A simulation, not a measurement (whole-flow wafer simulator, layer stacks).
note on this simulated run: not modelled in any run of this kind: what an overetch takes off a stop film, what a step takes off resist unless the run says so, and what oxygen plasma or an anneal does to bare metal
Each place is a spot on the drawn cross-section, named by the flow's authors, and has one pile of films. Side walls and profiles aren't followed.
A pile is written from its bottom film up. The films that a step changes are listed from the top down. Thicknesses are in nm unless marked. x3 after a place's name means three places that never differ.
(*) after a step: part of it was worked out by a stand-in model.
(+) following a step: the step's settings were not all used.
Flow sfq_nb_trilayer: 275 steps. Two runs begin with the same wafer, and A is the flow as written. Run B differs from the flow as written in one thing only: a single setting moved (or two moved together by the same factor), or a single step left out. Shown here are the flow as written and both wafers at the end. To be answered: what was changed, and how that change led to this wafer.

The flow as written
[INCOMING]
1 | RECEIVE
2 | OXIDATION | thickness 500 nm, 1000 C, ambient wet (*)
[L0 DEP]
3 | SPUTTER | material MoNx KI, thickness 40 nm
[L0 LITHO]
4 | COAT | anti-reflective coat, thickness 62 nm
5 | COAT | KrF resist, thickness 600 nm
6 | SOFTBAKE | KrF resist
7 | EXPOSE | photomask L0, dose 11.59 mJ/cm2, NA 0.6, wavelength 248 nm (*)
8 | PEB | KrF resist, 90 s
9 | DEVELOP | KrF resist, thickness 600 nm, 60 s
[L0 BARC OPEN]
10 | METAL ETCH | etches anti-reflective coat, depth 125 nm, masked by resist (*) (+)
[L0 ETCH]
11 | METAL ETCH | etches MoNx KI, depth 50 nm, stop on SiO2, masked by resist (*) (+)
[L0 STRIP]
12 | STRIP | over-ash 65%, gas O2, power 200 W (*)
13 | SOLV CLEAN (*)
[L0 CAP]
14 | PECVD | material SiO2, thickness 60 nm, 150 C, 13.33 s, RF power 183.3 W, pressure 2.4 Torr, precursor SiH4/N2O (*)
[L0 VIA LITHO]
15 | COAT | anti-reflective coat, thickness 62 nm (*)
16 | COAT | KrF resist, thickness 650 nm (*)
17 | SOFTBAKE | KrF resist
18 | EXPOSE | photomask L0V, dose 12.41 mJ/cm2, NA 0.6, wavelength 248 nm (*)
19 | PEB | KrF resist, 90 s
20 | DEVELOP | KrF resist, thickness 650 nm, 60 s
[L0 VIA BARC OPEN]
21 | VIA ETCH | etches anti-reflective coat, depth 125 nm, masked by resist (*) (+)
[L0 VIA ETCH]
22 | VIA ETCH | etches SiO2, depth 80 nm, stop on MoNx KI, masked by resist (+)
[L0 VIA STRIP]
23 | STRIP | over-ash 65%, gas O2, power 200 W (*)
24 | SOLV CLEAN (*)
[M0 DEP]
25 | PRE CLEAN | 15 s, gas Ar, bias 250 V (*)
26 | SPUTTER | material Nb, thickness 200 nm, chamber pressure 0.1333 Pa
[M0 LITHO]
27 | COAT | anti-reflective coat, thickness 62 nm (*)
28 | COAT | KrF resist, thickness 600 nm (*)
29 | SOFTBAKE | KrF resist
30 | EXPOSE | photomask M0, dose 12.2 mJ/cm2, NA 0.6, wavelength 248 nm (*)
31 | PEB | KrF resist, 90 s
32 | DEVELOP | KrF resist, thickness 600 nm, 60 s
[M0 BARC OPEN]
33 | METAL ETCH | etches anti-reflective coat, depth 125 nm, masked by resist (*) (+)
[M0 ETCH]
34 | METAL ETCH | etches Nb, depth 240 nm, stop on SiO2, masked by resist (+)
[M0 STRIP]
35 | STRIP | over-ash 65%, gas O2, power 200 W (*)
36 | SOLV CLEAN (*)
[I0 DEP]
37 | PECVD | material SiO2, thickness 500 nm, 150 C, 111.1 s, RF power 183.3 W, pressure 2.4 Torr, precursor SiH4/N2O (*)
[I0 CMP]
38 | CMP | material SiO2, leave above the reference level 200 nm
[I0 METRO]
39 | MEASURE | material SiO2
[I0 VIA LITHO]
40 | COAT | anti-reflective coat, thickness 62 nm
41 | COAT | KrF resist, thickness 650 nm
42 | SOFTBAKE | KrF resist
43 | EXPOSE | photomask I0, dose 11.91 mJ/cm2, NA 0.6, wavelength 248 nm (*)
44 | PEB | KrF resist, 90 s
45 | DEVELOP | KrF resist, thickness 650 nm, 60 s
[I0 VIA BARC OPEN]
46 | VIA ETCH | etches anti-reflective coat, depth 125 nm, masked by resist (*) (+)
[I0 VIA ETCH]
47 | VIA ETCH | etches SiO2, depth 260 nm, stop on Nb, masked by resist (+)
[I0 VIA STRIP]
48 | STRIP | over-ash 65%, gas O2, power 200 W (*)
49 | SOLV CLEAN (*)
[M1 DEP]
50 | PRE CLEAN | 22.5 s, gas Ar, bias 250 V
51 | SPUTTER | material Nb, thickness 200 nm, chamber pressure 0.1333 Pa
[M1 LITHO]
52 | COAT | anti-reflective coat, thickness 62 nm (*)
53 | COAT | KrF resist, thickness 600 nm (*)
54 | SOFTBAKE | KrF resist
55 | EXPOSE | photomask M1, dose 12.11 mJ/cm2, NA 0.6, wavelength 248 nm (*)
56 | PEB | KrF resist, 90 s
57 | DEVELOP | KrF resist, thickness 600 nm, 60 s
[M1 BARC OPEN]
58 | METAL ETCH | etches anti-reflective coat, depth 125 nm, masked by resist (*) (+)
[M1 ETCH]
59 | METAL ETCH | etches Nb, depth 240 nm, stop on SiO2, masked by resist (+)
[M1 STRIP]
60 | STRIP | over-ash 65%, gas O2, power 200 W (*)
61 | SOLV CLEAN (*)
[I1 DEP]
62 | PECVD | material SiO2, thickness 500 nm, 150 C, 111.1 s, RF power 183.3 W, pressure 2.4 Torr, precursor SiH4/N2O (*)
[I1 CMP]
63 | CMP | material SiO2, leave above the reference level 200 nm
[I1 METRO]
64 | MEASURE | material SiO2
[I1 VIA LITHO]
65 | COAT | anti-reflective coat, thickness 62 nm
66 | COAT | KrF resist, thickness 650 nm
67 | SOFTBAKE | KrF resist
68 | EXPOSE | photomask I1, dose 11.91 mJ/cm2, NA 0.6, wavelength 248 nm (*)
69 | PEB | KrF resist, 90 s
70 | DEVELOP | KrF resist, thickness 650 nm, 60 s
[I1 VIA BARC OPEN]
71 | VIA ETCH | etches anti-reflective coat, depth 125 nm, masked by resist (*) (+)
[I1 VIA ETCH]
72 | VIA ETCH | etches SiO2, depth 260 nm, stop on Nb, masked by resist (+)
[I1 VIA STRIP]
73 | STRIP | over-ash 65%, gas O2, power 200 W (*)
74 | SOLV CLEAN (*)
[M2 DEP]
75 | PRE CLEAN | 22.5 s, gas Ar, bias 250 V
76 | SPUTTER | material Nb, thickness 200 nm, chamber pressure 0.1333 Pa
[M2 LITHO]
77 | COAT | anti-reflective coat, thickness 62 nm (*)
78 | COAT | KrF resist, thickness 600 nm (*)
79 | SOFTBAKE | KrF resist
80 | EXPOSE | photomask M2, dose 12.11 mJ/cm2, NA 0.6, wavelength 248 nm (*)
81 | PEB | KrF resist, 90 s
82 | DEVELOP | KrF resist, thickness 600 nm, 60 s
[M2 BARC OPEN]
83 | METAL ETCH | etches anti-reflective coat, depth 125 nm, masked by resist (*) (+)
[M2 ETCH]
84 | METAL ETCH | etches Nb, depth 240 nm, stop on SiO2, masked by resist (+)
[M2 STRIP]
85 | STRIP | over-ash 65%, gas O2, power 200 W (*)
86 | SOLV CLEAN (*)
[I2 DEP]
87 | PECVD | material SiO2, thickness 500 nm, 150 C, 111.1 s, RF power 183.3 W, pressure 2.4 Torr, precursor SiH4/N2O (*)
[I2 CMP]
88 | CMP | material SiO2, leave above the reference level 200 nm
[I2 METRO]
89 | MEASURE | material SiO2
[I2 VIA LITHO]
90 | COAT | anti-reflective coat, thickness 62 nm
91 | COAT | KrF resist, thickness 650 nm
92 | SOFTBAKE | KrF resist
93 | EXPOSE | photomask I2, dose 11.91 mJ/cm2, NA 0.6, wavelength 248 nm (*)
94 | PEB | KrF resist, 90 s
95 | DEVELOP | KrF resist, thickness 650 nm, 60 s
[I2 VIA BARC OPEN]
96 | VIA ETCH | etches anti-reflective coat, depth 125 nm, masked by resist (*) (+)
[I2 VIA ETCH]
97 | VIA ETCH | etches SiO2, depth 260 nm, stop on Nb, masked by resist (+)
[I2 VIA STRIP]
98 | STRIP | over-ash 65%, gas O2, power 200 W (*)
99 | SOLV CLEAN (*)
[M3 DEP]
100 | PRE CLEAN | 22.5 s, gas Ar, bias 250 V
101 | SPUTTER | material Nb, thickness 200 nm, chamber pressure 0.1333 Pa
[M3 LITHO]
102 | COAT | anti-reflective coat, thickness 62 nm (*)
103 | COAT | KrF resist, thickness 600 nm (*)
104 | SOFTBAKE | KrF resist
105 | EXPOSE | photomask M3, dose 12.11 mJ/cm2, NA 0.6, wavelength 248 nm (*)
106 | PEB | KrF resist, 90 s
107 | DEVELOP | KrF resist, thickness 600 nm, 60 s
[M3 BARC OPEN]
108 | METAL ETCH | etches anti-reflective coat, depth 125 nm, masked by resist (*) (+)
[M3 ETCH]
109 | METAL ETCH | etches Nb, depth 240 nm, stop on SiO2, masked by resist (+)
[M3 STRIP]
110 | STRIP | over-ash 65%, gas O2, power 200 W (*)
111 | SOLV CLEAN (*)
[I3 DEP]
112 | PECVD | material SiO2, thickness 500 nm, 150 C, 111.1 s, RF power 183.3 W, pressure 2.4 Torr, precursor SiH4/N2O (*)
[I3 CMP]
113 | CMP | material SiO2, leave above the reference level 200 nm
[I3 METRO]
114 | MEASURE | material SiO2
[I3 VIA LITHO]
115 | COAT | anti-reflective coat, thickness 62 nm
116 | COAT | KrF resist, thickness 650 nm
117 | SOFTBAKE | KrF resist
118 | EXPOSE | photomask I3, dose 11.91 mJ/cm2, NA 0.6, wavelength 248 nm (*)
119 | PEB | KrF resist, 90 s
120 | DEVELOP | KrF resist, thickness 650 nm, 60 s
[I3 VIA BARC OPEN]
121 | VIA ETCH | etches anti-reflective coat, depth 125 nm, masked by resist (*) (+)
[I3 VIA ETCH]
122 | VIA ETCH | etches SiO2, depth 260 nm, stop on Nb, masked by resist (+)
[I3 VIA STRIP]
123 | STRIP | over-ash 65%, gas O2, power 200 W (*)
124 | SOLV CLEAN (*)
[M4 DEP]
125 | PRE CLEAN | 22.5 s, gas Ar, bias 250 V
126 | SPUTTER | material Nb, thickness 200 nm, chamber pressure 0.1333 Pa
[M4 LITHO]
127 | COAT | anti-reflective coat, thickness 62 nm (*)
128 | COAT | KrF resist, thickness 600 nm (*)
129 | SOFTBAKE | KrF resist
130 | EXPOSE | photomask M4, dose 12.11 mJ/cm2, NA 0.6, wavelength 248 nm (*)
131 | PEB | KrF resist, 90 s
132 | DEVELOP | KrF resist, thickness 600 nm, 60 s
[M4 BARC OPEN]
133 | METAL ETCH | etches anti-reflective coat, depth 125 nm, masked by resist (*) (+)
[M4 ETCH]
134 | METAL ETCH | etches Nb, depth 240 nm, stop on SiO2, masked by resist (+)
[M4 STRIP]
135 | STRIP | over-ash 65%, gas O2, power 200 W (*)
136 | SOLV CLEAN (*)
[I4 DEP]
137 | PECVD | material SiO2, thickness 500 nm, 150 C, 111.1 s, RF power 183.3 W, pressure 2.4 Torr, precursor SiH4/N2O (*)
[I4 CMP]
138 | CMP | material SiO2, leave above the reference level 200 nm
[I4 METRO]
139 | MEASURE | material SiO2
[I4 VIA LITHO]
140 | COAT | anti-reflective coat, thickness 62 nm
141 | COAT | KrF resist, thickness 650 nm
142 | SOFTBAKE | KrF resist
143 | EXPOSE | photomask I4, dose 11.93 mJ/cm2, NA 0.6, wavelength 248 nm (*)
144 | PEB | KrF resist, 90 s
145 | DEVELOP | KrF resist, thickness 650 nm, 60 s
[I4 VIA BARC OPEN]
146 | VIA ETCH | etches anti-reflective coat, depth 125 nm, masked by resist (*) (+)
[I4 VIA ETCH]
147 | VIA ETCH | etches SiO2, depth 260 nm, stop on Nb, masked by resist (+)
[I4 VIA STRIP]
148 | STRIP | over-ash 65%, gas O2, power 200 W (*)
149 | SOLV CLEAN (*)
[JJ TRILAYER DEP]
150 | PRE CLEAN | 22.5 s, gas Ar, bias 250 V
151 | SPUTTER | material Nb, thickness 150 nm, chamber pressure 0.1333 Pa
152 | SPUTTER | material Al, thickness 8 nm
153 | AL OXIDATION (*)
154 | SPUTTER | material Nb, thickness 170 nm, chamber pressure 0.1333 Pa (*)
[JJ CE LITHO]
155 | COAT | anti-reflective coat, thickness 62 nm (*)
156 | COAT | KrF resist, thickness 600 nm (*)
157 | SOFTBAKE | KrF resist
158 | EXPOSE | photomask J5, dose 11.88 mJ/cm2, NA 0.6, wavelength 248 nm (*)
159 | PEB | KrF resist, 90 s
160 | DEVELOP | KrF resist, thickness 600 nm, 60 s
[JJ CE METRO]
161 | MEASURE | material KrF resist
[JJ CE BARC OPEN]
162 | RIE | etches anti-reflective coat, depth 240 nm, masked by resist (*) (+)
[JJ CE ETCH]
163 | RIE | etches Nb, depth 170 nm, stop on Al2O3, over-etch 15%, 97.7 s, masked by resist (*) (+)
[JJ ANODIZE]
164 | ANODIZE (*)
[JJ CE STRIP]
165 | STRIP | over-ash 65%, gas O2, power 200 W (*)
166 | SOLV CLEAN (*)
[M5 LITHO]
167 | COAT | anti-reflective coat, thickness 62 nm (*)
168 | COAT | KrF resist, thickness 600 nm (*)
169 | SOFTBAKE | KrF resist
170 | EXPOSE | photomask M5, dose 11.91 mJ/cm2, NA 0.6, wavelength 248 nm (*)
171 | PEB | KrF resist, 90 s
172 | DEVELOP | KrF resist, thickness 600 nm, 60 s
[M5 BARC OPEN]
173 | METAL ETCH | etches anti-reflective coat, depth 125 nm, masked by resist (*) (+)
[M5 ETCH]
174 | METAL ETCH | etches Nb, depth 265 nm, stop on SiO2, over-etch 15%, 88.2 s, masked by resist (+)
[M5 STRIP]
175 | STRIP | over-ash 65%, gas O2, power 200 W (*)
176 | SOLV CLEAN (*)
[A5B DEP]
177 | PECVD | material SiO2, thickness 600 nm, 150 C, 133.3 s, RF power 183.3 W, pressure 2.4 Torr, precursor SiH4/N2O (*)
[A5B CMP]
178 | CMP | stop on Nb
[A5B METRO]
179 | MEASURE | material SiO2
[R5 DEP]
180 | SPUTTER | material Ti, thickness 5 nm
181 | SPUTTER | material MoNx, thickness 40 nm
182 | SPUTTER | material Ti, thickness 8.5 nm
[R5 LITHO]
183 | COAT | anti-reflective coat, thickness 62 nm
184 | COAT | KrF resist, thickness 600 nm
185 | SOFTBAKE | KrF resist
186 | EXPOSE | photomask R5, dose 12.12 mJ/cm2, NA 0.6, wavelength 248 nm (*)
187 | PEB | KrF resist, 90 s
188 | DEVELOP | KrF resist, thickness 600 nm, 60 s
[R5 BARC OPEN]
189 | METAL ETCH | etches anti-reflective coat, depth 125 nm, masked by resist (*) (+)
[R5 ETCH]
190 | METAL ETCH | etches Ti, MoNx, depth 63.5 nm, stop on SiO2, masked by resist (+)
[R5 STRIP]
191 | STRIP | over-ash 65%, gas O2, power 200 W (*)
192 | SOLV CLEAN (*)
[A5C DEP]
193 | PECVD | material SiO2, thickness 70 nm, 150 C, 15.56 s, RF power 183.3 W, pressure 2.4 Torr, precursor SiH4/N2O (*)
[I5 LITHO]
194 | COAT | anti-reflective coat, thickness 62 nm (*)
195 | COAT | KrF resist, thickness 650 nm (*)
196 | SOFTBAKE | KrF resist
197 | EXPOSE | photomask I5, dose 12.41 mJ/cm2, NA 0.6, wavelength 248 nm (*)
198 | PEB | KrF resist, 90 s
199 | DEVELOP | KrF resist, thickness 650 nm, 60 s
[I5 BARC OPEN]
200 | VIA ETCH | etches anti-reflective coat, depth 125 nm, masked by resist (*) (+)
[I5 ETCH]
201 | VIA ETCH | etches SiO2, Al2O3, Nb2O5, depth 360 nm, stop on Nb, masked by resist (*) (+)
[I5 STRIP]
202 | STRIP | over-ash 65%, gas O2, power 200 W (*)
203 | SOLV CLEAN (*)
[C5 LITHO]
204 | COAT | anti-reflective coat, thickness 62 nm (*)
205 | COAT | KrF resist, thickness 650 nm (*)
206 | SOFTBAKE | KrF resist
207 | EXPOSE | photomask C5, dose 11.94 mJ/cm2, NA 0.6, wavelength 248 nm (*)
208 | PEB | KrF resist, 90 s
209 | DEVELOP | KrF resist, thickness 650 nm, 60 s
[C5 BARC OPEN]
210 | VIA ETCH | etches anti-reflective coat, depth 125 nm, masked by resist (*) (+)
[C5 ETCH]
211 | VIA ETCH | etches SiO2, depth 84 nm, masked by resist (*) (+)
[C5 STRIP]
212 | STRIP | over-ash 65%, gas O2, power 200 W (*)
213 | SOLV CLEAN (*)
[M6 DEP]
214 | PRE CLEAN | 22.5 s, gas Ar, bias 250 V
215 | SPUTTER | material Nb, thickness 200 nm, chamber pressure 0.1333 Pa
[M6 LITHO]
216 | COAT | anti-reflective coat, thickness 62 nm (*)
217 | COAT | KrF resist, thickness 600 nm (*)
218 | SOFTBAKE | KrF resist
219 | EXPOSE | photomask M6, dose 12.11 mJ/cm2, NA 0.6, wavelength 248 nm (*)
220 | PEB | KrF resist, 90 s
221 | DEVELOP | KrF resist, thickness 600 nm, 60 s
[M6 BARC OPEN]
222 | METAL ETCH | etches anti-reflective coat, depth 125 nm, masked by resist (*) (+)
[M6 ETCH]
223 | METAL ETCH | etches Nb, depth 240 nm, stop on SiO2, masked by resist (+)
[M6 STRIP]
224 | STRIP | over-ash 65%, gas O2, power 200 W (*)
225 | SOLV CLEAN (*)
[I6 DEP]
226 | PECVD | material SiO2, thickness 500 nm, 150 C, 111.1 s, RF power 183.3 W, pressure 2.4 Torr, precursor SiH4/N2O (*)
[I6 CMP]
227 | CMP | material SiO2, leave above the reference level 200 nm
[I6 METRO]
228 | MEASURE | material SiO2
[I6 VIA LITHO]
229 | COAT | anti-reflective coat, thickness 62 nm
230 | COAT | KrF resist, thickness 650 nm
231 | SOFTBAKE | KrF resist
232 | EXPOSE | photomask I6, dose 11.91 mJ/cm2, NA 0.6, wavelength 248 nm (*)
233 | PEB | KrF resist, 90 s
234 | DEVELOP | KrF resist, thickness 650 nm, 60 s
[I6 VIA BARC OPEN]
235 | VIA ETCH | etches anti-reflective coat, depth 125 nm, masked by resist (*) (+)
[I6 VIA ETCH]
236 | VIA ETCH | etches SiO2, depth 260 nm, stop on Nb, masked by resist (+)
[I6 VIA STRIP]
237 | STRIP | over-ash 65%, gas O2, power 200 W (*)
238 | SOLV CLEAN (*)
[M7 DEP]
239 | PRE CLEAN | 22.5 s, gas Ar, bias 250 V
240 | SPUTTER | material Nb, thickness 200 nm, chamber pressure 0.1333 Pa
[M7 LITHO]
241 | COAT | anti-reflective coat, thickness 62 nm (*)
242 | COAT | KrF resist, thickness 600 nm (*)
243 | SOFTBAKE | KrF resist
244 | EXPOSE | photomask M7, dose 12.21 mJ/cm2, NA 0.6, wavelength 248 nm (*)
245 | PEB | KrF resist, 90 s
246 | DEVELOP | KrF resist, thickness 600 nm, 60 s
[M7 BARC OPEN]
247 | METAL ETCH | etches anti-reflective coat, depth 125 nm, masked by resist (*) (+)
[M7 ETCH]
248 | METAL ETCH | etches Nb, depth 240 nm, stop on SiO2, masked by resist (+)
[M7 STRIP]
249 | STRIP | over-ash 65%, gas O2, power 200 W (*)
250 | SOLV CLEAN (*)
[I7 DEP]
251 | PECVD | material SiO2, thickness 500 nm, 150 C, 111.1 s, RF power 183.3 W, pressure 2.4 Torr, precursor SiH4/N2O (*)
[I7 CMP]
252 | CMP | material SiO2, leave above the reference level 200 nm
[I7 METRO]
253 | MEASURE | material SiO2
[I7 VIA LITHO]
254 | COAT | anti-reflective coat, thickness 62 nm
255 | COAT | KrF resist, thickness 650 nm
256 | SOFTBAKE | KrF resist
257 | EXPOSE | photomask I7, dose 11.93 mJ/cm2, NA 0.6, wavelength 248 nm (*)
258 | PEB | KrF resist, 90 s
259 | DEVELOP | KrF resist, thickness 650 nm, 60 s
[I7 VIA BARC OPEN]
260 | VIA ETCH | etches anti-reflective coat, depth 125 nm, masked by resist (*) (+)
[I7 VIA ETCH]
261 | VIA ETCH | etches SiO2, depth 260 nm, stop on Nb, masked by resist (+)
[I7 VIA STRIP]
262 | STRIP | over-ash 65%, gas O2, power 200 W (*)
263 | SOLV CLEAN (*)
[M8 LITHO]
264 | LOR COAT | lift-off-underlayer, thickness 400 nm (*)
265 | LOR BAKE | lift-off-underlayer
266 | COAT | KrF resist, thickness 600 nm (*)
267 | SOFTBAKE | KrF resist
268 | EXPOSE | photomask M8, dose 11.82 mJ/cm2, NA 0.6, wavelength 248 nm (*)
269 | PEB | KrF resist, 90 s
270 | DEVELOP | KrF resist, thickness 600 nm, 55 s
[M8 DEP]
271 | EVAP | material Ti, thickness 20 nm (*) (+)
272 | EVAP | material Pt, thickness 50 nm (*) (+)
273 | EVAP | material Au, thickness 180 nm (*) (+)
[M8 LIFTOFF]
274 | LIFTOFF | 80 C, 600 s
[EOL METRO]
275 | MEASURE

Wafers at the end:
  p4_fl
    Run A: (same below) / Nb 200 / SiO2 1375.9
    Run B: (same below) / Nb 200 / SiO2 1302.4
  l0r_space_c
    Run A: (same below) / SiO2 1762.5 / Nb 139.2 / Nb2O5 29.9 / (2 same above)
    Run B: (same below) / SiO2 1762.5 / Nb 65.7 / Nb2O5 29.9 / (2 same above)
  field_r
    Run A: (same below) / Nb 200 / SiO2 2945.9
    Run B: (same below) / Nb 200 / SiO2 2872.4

What caused this: step 151, SPUTTER: thickness 76.5 nm was run, whereas the flow has thickness 150 nm.

How this came from the change, step by step:
  151 | SPUTTER | material Nb, thickness 150 nm, chamber pressure 0.1333 Pa
      field_l, v_sur, via_sp and 100 more: A Nb gains 150 (new film) | B Nb gains 76.5 (new film)
      via_wl, via_wr: A Nb gains 130.4 | B Nb gains 54.7
      (and at 1 other place as well)
  154 | SPUTTER | material Nb, thickness 170 nm, chamber pressure 0.1333 Pa (*)
      via_w: A Nb gains 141 (new film) | B Nb gains 145.3 (new film)
  155 | COAT | anti-reflective coat, thickness 62 nm (*)
      via_wl, via_wr: A anti-reflective coat gains 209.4 (new film) | B anti-reflective coat gains 220.2 (new film)
  162 | RIE | etches anti-reflective coat, depth 240 nm, masked by resist (*) (+)
      ce_l, c5j, ce_r, wl_jj: A KrF resist loses 209.4 | B KrF resist loses 220.2
      via_wl, via_wr: A anti-reflective coat loses 209.4 (all of it) | B anti-reflective coat loses 220.2 (all of it)
  163 | RIE | etches Nb, depth 170 nm, stop on Al2O3, over-etch 15%, 97.7 s, masked by resist (*) (+)
      via_w: A Nb loses 141 (all of it), Al2O3 loses 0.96 (all of it) | B Nb loses 145.3 (all of it), Al2O3 loses 0.96 (all of it)
  164 | ANODIZE (*)
      via_wl, via_wr: A Al2O3 gains 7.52 (new film), Nb2O5 gains 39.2 (new film), Al loses 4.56 (all of it), Nb loses 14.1 | B Al2O3 gains 8.26 (new film), Nb2O5 gains 37.9 (new film), Al loses 5.01 (all of it), Nb loses 13.6
      via_w: A Al2O3 gains 10.8 (new film), Nb2O5 gains 33.3 (new film), Al loses 6.54 (all of it), Nb loses 12 | B Al2O3 gains 11.2 (new film), Nb2O5 gains 32.6 (new film), Al loses 6.78 (all of it), Nb loses 11.7
  165 | STRIP | over-ash 65%, gas O2, power 200 W (*)
      c5j, ce_r: A KrF resist loses 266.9 (all of it), anti-reflective coat loses 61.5 (all of it) | B KrF resist loses 256.2 (all of it), anti-reflective coat loses 61.5 (all of it)
      ce_l: A KrF resist loses 266.8 (all of it), anti-reflective coat loses 61.4 (all of it) | B KrF resist loses 256.1 (all of it), anti-reflective coat loses 61.5 (all of it)
      (and at 1 other place as well)
  167 | COAT | anti-reflective coat, thickness 62 nm (*)
      via_w: A anti-reflective coat gains 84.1 (new film) | B anti-reflective coat gains 78.5 (new film)
      ce_l: A anti-reflective coat gains 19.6 (new film) | B anti-reflective coat gains 18.7 (new film)
      (and at 1 other place as well)
  174 | METAL ETCH | etches Nb, depth 265 nm, stop on SiO2, over-etch 15%, 88.2 s, masked by resist (+)
      field_l, r_sur, res and 50 more: A Al2O3 loses 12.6 (all of it), Nb2O5 loses 29.9 (all of it), Nb loses 139.2 (all of it), SiO2 loses 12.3 | B Al2O3 loses 12.6 (all of it), Nb2O5 loses 29.9 (all of it), Nb loses 65.7 (all of it), SiO2 loses 19.6
  175 | STRIP | over-ash 65%, gas O2, power 200 W (*)
      via_w: A KrF resist loses 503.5 (all of it), anti-reflective coat loses 84.1 (all of it) | B KrF resist loses 496.7 (all of it), anti-reflective coat loses 78.5 (all of it)
      ce_l: A KrF resist loses 299.6 (all of it), anti-reflective coat loses 19.6 (all of it) | B KrF resist loses 300.5 (all of it), anti-reflective coat loses 18.7 (all of it)
      (and at 1 other place as well)
  178 | CMP | stop on Nb
      field_l, p4_fl, p4_fm and 39 more: A SiO2 loses 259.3 | B SiO2 loses 325.5
      r_sur, res, r_end, moat, field_r, lsp_l: A SiO2 loses 252.3 | B SiO2 loses 325.5
      (and at 8 other places as well)
